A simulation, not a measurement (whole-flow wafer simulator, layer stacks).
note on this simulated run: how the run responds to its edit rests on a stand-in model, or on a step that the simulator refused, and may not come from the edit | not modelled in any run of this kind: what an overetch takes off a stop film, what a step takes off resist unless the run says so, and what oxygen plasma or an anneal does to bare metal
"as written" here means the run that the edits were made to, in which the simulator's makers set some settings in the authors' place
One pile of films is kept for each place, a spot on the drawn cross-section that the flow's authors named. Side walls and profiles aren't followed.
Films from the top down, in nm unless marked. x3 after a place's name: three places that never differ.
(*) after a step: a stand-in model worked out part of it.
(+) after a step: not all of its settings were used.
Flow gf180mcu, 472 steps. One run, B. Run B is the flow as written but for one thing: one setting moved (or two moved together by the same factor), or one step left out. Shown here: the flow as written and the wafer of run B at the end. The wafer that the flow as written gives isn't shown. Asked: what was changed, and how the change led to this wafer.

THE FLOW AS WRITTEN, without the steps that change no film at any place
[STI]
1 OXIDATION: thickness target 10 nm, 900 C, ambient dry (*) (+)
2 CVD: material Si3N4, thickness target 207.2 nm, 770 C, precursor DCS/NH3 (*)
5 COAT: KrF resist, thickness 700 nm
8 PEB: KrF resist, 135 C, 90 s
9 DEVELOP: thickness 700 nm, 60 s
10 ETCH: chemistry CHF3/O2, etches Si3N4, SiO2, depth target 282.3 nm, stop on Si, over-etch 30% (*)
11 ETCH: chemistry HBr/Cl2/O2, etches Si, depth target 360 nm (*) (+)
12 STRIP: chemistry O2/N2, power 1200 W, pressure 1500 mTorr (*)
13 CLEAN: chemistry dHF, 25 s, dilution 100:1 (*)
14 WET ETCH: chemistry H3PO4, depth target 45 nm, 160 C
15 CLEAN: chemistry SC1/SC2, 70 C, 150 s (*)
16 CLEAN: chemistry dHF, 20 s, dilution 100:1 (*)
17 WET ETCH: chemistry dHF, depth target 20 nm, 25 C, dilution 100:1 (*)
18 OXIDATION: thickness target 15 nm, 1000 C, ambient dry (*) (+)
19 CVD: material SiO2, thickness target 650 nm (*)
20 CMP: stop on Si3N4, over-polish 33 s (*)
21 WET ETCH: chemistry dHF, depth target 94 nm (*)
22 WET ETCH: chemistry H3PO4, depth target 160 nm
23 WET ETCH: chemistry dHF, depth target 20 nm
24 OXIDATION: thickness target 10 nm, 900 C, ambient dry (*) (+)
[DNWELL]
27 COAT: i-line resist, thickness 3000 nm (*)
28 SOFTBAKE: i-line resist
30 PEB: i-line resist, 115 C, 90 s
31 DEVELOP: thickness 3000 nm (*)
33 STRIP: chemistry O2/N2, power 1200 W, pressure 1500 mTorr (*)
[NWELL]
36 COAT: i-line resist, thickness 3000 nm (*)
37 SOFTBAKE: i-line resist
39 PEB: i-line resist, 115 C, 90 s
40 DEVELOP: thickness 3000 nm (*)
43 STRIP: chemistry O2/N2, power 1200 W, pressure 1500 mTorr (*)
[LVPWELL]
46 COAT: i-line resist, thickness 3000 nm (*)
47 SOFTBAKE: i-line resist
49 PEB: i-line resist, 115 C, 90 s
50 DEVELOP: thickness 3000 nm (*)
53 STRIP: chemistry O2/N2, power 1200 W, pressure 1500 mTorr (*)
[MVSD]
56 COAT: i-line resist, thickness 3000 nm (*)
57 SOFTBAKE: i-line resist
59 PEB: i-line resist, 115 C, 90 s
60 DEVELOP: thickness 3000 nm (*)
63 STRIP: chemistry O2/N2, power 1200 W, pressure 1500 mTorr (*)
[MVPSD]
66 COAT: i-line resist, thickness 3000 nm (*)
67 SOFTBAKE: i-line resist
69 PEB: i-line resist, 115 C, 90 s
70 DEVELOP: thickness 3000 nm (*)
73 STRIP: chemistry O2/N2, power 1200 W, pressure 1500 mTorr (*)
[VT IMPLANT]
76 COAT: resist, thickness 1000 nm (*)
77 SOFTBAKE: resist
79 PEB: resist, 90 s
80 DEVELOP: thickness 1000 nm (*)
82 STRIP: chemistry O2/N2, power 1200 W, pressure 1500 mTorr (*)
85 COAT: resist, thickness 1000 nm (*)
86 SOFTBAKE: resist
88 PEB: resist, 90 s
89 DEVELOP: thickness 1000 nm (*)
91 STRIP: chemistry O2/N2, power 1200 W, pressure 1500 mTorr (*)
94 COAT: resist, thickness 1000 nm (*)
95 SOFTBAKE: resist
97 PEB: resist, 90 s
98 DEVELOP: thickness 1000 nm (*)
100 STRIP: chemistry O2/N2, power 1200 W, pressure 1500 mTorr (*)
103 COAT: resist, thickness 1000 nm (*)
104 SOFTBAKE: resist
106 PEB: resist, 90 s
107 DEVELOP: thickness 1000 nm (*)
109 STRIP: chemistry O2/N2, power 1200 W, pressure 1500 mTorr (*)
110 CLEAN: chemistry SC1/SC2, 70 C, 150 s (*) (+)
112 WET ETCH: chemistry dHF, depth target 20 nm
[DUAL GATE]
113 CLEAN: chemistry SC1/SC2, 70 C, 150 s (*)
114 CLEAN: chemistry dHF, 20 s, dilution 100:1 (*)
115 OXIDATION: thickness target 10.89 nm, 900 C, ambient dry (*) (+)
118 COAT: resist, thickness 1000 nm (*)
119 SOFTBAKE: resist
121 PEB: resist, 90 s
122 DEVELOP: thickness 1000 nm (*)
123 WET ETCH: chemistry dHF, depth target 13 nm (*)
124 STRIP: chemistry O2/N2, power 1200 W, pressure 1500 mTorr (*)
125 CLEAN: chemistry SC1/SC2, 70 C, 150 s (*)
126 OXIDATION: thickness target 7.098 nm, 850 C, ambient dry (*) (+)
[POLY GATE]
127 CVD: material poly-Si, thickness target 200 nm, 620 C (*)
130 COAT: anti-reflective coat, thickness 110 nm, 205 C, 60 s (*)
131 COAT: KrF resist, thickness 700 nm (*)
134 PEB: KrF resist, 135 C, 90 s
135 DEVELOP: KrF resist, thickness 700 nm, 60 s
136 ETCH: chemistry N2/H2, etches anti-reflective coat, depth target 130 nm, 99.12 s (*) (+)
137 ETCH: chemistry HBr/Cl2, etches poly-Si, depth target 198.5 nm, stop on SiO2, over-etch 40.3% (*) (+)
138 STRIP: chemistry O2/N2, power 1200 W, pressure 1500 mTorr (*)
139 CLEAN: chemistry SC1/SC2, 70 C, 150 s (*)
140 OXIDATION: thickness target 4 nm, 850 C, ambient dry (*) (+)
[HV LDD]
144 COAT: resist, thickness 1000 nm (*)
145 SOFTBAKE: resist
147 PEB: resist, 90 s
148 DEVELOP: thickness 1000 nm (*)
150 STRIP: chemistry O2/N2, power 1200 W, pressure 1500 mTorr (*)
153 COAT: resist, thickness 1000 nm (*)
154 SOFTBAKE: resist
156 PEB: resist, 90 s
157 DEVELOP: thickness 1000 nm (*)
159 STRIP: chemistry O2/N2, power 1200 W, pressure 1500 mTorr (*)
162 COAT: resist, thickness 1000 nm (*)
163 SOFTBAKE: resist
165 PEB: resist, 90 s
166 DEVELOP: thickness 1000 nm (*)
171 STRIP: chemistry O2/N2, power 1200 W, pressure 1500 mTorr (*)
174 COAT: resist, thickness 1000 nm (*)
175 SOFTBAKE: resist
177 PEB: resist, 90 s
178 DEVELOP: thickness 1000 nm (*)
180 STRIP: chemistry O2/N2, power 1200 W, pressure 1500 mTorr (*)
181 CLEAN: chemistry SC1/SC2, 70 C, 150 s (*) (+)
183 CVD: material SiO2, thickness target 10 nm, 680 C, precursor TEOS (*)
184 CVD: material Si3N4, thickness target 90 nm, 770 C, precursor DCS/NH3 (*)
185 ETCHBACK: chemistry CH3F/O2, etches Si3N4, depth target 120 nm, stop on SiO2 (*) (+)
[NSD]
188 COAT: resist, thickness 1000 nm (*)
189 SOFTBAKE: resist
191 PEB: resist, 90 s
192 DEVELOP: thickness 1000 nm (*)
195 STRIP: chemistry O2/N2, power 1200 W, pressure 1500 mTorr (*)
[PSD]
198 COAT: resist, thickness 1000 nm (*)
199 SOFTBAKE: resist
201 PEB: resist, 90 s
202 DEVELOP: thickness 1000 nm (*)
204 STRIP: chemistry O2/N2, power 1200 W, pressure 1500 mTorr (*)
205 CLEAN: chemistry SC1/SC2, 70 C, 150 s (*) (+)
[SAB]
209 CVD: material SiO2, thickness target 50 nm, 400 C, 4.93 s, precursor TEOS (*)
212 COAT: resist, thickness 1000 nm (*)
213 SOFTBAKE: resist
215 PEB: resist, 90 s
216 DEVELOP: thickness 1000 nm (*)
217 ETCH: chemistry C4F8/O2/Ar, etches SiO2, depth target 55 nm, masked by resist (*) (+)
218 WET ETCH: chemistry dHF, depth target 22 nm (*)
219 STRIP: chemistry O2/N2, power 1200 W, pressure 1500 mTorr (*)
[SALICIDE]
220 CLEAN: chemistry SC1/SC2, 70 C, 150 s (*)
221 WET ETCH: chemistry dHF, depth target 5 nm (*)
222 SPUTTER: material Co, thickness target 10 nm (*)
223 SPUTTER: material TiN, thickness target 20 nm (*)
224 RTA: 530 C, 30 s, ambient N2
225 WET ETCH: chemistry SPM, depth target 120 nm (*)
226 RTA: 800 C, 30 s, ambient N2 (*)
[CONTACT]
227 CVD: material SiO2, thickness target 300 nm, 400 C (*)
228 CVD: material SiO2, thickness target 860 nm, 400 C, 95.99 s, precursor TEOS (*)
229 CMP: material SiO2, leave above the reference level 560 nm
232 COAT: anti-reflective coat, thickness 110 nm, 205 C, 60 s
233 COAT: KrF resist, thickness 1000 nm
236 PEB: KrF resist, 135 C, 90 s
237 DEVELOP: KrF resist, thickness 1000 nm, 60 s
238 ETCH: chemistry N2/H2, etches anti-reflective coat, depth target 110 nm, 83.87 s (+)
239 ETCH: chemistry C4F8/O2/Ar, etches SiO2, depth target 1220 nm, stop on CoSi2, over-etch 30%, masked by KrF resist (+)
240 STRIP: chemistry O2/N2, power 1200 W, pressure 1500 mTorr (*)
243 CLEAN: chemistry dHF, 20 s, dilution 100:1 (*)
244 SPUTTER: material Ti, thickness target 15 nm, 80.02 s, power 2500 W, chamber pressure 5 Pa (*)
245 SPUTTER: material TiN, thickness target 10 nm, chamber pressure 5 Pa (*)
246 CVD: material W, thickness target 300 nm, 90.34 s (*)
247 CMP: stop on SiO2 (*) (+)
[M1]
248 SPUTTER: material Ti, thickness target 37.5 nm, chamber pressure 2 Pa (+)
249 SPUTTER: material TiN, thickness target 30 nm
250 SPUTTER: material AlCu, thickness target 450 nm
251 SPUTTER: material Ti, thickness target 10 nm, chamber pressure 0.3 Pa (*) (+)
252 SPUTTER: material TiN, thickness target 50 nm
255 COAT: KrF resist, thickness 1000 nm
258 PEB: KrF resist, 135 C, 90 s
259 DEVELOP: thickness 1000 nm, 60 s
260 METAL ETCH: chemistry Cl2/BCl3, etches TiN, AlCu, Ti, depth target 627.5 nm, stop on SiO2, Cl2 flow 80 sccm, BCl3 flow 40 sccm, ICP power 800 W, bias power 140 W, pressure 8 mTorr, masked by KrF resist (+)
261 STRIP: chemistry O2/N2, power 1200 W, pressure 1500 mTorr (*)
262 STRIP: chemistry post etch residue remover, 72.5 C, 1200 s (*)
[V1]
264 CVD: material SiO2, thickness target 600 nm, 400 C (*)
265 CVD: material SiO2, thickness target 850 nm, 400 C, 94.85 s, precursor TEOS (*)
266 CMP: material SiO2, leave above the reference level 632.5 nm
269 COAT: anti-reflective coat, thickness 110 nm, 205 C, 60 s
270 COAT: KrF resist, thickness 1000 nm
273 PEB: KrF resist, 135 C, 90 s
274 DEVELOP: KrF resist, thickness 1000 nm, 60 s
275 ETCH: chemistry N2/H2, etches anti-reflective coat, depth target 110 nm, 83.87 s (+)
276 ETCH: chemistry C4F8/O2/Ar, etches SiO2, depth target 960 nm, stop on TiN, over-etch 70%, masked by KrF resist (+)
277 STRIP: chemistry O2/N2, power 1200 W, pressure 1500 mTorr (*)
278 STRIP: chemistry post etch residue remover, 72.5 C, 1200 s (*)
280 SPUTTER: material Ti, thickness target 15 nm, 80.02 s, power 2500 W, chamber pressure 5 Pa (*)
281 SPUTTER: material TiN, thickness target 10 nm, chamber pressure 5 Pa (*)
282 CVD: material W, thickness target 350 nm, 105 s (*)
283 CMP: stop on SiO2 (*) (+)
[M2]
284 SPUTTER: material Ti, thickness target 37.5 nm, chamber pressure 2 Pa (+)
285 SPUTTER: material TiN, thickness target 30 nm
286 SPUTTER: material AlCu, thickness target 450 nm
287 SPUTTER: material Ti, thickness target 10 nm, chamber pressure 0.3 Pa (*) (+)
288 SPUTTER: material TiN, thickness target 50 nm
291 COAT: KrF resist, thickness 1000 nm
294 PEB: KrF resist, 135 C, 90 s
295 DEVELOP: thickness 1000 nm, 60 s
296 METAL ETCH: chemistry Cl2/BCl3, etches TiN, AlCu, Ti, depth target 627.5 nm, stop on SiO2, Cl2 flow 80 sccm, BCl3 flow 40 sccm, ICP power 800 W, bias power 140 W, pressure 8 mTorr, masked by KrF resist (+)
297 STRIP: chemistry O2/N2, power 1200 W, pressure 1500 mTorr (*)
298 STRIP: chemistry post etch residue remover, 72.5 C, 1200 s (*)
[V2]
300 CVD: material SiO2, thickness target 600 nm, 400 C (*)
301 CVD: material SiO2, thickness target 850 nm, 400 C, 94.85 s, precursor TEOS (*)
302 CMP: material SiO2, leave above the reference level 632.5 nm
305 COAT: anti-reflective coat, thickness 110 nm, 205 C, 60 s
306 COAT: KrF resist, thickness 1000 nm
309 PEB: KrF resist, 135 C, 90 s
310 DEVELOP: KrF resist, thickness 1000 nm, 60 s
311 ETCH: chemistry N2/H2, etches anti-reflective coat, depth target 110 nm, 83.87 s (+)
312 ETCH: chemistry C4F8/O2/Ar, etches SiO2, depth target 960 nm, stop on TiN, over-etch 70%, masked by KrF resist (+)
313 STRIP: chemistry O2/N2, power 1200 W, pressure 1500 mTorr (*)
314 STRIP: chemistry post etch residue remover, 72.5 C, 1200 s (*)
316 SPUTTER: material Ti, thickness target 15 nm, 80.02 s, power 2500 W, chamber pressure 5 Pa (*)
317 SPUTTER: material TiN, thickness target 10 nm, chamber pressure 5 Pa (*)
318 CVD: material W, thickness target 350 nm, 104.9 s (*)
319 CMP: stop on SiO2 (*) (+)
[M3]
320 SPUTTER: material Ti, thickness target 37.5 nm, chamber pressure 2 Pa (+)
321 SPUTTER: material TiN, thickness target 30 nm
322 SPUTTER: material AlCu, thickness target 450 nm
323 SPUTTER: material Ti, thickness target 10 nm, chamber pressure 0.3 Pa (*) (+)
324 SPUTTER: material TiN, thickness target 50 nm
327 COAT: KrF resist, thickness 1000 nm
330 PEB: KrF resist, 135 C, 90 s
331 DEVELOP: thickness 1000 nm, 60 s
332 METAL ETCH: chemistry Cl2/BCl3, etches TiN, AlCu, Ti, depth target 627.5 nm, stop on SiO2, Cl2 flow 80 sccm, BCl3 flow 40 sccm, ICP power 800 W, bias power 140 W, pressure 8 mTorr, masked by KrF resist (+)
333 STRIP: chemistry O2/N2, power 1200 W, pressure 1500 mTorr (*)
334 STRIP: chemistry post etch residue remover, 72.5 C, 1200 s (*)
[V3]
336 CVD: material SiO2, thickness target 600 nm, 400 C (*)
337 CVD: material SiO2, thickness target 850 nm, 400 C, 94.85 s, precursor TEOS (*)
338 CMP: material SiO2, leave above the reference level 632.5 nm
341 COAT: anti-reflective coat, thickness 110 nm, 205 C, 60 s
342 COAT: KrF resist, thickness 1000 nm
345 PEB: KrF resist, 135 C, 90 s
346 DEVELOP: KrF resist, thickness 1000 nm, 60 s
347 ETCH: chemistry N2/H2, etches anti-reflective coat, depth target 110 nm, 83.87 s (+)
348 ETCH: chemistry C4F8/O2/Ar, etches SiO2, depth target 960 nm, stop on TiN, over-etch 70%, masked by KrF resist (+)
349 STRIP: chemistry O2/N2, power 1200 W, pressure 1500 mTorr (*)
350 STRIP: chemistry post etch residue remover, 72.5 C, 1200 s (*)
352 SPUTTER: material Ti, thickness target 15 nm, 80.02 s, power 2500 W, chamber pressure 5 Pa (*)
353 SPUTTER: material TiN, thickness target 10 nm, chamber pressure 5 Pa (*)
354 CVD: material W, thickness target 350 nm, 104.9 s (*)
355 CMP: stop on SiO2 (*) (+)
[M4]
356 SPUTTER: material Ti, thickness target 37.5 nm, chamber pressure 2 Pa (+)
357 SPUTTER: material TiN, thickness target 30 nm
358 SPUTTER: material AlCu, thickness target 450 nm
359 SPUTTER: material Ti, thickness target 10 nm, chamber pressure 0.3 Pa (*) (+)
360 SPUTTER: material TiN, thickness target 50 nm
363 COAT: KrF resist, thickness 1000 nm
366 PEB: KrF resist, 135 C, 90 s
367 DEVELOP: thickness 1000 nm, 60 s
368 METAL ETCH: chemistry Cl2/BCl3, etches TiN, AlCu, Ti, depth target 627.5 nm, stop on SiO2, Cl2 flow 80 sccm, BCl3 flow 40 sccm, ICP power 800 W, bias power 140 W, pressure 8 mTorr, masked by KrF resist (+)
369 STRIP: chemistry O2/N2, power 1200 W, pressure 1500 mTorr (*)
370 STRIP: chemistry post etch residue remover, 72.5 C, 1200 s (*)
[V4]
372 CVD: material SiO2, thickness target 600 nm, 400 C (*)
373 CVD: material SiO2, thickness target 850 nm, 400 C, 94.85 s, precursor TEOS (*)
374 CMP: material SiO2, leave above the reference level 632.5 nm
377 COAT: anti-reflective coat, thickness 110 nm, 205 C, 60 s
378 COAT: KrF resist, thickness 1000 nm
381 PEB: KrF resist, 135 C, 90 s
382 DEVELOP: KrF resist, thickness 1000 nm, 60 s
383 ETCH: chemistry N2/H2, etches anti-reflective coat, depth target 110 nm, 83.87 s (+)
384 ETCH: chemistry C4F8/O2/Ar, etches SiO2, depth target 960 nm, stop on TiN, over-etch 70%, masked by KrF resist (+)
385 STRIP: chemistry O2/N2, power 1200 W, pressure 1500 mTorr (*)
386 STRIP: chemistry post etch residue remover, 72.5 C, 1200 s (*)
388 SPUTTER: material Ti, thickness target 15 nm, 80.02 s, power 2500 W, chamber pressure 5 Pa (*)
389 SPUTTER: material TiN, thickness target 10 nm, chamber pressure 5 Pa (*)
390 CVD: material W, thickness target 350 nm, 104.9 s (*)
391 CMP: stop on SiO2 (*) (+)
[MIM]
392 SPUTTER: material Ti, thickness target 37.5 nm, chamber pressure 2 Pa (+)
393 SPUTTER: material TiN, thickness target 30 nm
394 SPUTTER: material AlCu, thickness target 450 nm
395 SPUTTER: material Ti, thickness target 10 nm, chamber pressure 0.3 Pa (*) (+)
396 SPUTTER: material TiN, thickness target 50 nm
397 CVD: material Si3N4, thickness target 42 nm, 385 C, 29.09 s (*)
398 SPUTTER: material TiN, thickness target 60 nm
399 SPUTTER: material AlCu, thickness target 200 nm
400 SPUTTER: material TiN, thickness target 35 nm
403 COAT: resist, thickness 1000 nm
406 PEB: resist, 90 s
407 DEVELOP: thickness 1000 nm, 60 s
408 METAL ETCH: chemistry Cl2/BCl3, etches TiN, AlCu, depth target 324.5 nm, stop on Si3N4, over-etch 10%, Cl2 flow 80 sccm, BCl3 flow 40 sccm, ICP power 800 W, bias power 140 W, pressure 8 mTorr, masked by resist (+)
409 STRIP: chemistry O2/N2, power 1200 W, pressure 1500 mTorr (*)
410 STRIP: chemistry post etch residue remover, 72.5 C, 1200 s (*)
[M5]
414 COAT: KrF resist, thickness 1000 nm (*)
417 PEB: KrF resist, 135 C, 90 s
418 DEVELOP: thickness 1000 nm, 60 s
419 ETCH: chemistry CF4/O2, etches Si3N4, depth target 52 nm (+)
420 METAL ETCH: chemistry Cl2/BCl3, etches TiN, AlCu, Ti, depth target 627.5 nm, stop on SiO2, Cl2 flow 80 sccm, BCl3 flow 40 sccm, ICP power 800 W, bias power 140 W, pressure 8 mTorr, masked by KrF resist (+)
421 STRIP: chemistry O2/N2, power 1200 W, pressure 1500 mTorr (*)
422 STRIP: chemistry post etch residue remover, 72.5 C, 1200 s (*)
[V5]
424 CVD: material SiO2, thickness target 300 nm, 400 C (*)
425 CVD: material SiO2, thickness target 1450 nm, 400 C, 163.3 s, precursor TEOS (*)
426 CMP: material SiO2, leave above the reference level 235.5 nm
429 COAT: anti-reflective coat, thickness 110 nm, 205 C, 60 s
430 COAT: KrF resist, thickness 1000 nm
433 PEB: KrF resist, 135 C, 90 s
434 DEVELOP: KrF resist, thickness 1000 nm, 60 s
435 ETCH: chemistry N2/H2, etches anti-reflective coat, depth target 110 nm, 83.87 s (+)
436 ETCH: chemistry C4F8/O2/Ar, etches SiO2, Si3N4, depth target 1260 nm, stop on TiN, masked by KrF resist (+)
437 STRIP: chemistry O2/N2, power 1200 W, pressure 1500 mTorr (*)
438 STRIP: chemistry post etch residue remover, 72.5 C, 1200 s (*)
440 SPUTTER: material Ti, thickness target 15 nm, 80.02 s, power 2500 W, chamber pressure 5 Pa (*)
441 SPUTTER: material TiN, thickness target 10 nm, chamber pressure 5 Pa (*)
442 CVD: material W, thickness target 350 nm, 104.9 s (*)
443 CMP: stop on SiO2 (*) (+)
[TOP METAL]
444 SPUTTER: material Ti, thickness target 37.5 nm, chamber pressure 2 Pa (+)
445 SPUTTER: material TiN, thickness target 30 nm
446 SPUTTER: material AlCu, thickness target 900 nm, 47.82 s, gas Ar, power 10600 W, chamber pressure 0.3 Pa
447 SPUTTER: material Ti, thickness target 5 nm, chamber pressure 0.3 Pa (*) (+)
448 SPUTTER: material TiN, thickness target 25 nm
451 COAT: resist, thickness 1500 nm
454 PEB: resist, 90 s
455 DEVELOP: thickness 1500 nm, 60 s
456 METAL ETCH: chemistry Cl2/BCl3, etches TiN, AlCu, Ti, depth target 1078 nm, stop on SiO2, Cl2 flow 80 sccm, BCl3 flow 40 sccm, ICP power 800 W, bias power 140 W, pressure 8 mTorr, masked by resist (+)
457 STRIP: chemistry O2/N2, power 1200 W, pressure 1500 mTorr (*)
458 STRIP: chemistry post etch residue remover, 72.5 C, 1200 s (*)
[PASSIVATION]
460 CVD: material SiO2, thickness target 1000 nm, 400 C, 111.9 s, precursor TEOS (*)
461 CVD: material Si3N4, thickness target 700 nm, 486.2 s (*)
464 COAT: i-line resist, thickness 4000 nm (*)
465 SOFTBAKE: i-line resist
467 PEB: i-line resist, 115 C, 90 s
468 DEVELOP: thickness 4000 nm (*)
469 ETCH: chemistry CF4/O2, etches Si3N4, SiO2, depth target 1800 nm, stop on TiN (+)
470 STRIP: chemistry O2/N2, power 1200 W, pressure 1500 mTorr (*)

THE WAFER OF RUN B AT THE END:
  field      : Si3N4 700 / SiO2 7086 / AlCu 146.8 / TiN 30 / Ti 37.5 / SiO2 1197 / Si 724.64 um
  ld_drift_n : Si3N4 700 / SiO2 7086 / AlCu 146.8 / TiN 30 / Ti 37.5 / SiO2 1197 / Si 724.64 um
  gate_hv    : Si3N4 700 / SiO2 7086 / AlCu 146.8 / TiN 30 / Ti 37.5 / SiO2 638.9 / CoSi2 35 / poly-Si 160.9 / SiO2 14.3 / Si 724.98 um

The cause: step 250, SPUTTER: thickness target 720 nm was run, where the flow has thickness target 450 nm.

How the change led to this, step by step:
  250 SPUTTER: material AlCu, thickness target 450 nm
      field, field__w1, field__w2 and 108 more: AlCu +720 (new film) (as written it would be: AlCu +450 (new film))
  260 METAL ETCH: chemistry Cl2/BCl3, etches TiN, AlCu, Ti, depth target 627.5 nm, stop on SiO2, Cl2 flow 80 sccm, BCl3 flow 40 sccm, ICP power 800 W, bias power 140 W, pressure 8 mTorr, masked by KrF resist (+)
      field, field__w1, field__w2 and 99 more: TiN -50 (all of it), Ti -10 (all of it), AlCu -567.5 (as written it would be: TiN -50 (all of it), Ti -10 (all of it), AlCu -450 (all of it), TiN -30 (all of it), Ti -37.5 (all of it))
  262 STRIP: chemistry post etch residue remover, 72.5 C, 1200 s (*)
      field, field__w1, field__w2 and 99 more: AlCu -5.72 (as written it would be: nothing)
  264 CVD: material SiO2, thickness target 600 nm, 400 C (*)
      field, field__w1, field__w2 and 99 more: SiO2 +600 (new film) (as written it would be: SiO2 +600)
  266 CMP: material SiO2, leave above the reference level 632.5 nm
      field, field__w1, field__w2 and 99 more: SiO2 -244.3 (as written it would be: SiO2 -300)
Counting metal films that touch as one body, field has 1 body; the flow as written gives 0 bodies.
Counting metal films that touch as one body, ld_drift_n has 1 body; the flow as written gives 0 bodies.
Counting metal films that touch as one body, gate_hv has 2 bodies (between them, from the top down: SiO2 638.9); the flow as written gives 1 body.
